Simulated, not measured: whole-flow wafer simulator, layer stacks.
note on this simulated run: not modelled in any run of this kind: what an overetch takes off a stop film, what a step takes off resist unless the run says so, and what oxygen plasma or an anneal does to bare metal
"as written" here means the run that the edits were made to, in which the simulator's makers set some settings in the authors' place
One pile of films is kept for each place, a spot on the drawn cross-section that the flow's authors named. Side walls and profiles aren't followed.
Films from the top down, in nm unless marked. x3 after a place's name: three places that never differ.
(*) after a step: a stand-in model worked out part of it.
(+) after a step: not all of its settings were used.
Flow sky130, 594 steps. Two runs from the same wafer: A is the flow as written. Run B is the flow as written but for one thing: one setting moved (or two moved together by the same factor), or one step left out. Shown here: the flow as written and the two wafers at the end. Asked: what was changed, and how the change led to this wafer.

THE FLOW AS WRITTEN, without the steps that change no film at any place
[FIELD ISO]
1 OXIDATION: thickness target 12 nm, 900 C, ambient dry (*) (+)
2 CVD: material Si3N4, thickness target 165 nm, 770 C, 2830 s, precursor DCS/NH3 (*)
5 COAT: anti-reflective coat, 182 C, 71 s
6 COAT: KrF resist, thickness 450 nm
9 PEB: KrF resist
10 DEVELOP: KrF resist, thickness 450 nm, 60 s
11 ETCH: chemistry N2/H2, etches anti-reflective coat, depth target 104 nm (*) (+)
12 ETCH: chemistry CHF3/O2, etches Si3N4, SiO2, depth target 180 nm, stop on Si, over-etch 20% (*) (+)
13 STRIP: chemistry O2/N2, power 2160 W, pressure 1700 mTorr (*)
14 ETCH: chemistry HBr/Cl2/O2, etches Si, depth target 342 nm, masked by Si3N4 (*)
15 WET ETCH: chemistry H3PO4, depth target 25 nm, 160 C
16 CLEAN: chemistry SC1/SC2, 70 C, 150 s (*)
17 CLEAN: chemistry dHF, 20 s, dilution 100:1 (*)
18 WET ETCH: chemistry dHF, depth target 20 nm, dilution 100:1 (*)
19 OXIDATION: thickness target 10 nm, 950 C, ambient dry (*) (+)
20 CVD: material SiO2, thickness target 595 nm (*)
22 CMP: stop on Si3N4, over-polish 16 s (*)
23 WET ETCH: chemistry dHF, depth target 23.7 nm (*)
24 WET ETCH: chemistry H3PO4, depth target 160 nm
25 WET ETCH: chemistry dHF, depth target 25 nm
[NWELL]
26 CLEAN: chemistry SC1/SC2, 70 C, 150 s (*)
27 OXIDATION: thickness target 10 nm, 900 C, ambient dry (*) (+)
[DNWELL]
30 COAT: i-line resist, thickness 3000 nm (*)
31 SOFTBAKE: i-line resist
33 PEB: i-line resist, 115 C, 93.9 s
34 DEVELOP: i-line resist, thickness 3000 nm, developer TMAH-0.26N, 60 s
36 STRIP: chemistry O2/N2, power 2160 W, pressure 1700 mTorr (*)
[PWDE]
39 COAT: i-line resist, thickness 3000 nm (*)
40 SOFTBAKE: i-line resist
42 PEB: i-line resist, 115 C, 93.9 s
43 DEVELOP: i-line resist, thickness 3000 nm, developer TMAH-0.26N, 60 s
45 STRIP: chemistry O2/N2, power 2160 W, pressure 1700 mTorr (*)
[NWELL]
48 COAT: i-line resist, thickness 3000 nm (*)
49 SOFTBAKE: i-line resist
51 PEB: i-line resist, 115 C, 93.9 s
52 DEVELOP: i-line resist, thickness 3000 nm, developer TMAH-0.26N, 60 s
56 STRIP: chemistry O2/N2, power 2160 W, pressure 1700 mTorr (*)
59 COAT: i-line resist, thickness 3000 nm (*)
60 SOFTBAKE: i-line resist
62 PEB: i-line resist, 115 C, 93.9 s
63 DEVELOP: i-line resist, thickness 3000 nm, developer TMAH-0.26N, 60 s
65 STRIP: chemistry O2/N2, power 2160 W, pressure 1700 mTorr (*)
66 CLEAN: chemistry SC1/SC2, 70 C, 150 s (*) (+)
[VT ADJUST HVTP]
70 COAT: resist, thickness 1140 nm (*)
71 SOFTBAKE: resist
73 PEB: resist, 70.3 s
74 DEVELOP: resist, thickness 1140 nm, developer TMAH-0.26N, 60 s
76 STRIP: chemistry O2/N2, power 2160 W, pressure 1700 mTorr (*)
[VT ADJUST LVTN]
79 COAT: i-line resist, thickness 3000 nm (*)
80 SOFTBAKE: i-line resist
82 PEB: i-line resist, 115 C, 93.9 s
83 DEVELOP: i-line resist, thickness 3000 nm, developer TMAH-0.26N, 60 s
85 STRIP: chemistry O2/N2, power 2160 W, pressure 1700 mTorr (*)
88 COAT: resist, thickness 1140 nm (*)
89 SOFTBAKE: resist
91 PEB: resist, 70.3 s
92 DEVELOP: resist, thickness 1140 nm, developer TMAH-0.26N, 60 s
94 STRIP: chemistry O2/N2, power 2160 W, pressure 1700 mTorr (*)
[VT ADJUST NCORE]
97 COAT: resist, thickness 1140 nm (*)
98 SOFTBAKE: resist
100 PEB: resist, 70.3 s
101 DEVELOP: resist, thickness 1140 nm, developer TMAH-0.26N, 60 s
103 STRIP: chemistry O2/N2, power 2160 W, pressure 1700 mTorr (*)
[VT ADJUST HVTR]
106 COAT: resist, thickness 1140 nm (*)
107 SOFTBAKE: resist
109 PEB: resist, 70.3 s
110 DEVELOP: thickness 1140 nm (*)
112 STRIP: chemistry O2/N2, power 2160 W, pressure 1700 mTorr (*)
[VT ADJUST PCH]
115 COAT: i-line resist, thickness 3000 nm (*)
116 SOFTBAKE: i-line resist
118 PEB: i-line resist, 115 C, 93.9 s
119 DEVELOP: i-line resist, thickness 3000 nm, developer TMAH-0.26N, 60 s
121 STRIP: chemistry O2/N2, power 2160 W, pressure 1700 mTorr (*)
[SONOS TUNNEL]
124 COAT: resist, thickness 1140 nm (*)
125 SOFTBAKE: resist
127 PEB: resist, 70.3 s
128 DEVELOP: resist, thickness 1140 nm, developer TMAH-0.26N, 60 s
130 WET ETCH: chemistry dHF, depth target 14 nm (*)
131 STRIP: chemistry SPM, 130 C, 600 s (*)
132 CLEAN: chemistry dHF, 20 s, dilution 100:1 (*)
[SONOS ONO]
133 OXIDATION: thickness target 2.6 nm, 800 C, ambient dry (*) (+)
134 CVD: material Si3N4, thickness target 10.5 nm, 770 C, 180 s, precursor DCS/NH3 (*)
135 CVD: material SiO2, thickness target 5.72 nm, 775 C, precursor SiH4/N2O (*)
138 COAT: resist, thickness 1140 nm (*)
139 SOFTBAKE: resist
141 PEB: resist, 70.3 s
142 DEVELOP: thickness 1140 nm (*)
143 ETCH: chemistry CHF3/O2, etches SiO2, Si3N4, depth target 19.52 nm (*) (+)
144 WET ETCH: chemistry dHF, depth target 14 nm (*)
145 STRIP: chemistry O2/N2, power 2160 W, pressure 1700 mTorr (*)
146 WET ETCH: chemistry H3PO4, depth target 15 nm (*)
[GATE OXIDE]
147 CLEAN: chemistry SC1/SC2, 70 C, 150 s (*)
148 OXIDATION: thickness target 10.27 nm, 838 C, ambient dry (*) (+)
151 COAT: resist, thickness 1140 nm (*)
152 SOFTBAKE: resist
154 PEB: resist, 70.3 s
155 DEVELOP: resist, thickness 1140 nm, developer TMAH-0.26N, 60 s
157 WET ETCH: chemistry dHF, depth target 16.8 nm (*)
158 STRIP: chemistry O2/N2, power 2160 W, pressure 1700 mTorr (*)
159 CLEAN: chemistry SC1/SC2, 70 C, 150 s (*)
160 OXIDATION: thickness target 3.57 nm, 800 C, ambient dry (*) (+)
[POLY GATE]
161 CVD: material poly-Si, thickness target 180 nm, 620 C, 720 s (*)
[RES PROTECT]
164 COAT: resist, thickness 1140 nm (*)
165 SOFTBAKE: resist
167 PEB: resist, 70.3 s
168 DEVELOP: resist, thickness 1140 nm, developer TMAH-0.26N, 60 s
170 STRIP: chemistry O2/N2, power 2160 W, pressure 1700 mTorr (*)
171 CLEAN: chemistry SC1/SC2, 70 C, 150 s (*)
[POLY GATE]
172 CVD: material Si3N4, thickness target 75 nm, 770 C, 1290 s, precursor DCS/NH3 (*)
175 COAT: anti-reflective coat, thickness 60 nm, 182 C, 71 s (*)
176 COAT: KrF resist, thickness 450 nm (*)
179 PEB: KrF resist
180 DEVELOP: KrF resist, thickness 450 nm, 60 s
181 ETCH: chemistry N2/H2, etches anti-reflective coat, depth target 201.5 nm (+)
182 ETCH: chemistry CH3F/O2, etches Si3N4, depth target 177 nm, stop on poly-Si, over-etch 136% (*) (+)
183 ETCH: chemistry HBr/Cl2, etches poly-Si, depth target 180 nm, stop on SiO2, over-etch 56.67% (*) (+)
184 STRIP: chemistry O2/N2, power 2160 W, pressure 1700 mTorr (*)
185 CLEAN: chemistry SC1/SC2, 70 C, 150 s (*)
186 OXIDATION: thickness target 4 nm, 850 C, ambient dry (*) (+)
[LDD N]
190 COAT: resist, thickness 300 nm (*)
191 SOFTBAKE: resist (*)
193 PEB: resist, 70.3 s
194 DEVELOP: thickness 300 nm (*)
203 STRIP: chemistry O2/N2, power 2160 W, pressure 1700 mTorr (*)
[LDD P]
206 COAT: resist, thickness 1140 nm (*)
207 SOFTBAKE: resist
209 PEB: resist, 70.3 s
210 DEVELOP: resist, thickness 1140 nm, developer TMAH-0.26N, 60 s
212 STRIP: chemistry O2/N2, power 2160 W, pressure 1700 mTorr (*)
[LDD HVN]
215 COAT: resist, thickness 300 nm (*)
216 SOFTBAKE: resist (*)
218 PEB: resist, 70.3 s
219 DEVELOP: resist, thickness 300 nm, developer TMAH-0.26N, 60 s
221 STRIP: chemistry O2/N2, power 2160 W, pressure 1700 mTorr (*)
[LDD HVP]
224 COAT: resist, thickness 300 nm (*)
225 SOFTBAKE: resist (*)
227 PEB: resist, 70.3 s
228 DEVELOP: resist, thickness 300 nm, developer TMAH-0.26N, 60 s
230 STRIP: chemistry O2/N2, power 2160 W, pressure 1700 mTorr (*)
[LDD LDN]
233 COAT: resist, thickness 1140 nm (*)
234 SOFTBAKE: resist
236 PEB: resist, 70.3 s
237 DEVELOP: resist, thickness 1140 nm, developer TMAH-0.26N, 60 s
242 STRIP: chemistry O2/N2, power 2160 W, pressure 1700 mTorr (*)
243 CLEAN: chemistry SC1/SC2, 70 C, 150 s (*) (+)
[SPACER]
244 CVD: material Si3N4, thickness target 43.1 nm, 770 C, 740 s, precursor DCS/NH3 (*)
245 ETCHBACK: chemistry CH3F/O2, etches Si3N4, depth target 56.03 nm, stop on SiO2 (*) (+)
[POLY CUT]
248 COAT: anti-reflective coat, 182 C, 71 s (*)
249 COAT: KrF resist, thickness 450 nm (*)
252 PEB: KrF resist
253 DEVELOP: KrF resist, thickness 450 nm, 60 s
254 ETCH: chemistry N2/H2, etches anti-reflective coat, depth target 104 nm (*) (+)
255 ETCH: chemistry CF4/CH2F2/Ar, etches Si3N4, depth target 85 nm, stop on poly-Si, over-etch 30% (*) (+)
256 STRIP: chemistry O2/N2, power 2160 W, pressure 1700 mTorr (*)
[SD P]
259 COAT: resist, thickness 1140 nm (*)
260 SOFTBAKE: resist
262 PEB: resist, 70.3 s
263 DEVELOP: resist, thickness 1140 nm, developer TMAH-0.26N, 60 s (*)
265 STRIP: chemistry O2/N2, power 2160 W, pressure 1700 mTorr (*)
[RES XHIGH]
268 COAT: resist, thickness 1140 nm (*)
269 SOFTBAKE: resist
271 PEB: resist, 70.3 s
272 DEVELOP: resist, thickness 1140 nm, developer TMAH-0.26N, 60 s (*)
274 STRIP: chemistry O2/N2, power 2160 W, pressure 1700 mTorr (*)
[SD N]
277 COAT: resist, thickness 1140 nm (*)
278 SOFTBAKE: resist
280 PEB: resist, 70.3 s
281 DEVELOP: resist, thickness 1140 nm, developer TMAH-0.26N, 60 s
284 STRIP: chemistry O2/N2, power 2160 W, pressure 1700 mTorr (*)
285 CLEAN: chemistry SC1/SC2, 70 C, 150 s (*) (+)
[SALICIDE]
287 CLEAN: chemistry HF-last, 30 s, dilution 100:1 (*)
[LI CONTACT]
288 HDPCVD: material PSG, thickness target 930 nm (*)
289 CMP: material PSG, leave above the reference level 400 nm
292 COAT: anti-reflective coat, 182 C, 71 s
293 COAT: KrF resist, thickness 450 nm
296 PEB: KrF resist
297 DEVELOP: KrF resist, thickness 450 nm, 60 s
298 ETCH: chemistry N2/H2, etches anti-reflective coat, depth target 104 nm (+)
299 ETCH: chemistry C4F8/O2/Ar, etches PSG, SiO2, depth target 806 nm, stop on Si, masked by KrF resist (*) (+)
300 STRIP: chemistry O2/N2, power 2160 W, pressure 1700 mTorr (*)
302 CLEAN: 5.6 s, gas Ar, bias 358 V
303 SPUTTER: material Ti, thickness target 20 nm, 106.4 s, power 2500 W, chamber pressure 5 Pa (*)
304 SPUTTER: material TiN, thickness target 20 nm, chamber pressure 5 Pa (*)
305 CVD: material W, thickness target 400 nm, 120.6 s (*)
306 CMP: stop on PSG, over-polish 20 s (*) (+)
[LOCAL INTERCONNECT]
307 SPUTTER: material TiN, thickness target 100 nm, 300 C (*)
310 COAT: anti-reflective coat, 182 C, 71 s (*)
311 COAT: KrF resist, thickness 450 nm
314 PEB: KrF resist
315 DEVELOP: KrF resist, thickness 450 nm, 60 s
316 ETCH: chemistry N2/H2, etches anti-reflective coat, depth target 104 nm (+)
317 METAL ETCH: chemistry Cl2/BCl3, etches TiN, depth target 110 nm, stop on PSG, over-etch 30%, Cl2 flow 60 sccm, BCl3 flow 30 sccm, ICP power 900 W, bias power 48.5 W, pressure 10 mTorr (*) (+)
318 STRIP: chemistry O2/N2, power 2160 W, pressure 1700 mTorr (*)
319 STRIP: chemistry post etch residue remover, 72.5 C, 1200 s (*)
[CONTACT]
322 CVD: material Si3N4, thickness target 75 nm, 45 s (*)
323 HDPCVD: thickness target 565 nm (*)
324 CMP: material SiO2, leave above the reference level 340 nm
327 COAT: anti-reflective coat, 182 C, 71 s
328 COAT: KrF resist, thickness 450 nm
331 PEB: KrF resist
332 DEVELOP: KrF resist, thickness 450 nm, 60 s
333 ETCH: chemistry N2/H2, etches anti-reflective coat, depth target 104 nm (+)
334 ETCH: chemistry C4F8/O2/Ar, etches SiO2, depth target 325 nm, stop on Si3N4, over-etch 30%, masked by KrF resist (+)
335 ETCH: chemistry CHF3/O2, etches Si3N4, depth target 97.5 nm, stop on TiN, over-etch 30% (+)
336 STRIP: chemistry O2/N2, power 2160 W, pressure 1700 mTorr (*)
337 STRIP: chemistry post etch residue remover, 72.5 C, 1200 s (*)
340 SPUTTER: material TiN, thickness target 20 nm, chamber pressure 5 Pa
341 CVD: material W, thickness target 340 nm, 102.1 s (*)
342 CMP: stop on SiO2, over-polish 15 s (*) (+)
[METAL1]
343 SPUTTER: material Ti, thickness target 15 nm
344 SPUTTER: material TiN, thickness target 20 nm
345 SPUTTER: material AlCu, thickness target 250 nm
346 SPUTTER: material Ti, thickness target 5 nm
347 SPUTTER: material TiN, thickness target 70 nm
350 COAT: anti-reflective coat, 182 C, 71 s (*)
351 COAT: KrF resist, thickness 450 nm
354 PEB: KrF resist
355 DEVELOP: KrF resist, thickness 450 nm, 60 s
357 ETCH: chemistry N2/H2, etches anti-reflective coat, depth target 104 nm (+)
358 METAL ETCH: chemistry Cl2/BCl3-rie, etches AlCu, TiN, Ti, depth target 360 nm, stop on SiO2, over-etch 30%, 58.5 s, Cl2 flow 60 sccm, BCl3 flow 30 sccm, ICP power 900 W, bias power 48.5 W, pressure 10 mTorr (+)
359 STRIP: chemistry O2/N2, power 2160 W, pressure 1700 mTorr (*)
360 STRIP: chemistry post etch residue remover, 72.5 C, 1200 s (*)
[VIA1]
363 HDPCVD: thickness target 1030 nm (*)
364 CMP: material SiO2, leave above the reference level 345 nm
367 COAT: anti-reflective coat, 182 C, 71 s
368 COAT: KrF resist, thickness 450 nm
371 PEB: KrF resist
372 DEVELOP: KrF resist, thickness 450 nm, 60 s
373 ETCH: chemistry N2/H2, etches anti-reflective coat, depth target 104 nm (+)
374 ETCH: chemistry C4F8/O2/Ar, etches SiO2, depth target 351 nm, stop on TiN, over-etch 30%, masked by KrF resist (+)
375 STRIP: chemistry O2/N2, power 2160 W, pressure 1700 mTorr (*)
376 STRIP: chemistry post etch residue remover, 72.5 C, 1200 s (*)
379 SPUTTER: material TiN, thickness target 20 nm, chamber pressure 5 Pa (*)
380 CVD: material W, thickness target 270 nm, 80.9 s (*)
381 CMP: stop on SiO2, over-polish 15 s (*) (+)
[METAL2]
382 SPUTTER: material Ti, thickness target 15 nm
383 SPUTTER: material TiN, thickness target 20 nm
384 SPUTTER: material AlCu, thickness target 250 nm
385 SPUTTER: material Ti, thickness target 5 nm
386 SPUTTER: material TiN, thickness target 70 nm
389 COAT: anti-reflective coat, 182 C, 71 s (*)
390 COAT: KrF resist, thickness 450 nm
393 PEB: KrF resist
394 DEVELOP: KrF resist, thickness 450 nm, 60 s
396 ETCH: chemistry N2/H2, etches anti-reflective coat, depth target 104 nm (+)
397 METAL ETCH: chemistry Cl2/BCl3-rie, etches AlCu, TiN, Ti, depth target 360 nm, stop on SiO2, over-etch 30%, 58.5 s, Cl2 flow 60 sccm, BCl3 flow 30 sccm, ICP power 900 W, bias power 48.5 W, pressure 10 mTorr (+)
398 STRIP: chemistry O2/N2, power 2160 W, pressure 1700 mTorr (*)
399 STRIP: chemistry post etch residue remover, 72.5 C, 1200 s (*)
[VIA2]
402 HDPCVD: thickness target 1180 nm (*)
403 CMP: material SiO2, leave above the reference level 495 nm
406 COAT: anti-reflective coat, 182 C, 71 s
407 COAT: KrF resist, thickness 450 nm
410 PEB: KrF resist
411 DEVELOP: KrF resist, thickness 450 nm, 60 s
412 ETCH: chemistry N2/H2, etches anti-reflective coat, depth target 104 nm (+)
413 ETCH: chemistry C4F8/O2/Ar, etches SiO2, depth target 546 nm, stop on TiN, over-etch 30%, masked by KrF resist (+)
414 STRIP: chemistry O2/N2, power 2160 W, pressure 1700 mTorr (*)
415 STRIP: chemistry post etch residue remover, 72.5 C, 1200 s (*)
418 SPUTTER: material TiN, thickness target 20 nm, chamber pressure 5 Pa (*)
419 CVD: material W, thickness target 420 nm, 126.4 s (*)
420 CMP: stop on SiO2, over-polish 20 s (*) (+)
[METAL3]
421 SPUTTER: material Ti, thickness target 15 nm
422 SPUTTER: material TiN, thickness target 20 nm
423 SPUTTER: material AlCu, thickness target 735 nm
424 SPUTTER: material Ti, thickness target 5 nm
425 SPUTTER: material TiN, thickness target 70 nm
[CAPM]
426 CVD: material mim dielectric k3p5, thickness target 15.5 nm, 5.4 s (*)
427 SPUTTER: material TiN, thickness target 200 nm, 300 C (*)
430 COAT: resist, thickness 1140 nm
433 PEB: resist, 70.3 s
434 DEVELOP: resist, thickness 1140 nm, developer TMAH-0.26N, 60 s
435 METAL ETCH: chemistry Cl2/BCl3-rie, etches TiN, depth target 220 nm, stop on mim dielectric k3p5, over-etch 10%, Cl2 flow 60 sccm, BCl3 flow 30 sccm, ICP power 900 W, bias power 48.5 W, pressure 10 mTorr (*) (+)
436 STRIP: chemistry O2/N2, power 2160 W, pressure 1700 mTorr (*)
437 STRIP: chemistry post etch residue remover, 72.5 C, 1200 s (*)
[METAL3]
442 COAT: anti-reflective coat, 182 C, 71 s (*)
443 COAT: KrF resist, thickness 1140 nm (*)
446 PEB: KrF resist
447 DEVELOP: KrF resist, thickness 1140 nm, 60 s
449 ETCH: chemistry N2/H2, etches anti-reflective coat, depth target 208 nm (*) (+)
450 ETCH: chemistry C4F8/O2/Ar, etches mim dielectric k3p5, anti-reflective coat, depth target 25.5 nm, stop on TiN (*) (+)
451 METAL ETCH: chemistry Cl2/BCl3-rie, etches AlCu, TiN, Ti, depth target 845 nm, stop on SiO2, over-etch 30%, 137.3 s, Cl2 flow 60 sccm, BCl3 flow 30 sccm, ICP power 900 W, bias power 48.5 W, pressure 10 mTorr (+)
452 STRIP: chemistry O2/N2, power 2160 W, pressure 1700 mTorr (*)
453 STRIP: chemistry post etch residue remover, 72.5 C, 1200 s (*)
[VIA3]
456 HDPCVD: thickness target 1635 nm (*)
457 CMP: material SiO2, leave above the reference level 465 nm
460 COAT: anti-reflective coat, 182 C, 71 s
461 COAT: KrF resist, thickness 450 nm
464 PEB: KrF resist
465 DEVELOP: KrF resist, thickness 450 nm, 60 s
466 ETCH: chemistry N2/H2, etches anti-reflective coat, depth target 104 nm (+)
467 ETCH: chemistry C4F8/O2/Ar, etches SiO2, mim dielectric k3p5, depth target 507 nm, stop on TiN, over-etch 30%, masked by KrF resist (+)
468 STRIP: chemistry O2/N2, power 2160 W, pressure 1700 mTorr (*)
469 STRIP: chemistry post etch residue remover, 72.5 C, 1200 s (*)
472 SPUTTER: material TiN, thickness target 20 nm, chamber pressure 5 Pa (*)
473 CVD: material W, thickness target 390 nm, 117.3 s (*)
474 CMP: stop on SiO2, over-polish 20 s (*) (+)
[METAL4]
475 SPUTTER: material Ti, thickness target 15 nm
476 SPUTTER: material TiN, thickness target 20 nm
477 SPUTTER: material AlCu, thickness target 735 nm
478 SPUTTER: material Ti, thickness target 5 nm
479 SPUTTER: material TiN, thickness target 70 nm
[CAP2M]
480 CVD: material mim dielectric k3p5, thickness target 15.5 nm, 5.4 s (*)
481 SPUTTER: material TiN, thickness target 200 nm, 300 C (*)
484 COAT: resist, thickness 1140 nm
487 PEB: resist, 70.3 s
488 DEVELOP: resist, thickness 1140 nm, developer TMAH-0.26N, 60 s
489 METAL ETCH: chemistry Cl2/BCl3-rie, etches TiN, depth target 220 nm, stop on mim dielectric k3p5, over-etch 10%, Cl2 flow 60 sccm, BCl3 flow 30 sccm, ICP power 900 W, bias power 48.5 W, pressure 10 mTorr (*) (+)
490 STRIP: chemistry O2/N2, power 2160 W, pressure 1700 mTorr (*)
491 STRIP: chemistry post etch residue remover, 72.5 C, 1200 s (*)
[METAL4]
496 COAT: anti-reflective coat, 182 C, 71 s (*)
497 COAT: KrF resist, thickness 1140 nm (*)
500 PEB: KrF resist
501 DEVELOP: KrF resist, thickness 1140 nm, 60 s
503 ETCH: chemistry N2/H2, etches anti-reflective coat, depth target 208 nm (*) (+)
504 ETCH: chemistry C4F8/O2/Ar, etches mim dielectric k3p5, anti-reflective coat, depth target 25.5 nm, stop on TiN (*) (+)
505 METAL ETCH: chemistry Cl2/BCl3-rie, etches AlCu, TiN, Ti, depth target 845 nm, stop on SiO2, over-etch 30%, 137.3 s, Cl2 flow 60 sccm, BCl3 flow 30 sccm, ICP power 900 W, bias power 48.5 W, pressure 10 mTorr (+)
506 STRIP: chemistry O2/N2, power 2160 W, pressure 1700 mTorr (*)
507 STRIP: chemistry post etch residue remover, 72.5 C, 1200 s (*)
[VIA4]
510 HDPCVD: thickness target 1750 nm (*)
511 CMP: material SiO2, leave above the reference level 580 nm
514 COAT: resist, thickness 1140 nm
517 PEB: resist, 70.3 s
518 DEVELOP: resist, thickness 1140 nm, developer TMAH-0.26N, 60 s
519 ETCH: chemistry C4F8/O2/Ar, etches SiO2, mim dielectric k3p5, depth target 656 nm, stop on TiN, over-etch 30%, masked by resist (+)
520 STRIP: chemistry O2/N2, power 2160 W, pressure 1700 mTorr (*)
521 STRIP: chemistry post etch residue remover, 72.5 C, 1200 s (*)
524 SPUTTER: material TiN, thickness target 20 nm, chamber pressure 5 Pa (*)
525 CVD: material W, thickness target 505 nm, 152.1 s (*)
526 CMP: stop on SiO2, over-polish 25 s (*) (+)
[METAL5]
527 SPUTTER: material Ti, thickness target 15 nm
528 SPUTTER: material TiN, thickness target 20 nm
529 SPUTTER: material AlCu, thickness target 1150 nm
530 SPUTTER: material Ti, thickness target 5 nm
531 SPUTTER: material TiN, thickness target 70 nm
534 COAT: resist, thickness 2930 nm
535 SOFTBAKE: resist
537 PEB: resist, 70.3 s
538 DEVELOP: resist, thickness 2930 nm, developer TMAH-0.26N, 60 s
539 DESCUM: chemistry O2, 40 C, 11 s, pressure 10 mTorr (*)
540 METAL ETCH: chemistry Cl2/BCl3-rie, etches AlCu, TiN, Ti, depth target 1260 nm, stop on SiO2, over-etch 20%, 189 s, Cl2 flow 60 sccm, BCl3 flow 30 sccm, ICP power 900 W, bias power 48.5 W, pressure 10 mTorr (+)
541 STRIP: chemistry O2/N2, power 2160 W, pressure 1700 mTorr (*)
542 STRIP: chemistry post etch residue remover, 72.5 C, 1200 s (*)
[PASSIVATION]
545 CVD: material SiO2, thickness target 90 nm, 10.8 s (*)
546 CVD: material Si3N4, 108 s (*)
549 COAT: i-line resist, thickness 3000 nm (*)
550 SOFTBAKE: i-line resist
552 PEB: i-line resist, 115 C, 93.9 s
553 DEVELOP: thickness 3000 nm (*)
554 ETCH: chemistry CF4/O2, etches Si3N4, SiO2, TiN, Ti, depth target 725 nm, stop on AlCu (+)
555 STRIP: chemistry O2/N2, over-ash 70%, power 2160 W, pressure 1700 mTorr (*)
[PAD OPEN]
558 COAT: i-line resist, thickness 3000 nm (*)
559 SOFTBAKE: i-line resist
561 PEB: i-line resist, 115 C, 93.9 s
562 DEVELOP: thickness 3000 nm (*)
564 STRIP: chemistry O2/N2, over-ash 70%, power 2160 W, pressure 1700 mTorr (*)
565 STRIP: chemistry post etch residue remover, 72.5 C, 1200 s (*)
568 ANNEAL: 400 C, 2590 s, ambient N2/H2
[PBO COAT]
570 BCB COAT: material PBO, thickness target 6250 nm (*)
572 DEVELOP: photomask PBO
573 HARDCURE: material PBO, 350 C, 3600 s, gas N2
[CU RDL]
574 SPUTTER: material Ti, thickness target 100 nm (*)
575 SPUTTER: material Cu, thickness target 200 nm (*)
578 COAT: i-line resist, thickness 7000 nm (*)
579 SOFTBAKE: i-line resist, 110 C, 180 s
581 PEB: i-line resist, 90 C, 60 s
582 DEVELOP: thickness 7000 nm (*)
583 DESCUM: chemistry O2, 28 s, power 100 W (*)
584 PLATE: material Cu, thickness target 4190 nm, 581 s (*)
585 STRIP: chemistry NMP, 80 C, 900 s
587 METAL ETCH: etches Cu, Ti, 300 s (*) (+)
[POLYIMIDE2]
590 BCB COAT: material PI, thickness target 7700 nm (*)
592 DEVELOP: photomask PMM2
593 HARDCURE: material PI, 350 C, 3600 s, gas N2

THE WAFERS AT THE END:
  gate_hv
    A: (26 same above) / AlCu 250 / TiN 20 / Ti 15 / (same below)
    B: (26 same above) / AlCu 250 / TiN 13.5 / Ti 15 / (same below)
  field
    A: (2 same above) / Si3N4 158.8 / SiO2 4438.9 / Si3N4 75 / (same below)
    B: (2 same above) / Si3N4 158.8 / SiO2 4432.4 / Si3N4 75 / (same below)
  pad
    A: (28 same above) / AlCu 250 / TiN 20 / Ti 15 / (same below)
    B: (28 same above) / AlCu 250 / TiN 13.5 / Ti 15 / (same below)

The cause: step 344, SPUTTER: thickness target 13.5 nm was run, where the flow has thickness target 20 nm.
It can be read off the wafer: gate_hv has TiN 13.5, and step 344 as written asks for 20 nm.

How the change led to this, step by step:
  344 SPUTTER: material TiN, thickness target 20 nm
      field, active, n_well and 188 more: A TiN +20 (new film) | B TiN +13.5 (new film)
  358 METAL ETCH: chemistry Cl2/BCl3-rie, etches AlCu, TiN, Ti, depth target 360 nm, stop on SiO2, over-etch 30%, 58.5 s, Cl2 flow 60 sccm, BCl3 flow 30 sccm, ICP power 900 W, bias power 48.5 W, pressure 10 mTorr (+)
      field, active, gate and 81 more: A TiN -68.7 (all of it), Ti -5 (all of it), AlCu -250 (all of it), TiN -20 (all of it), Ti -15 (all of it), SiO2 -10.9 | B TiN -68.7 (all of it), Ti -5 (all of it), AlCu -250 (all of it), TiN -13.5 (all of it), Ti -15 (all of it), SiO2 -11.6
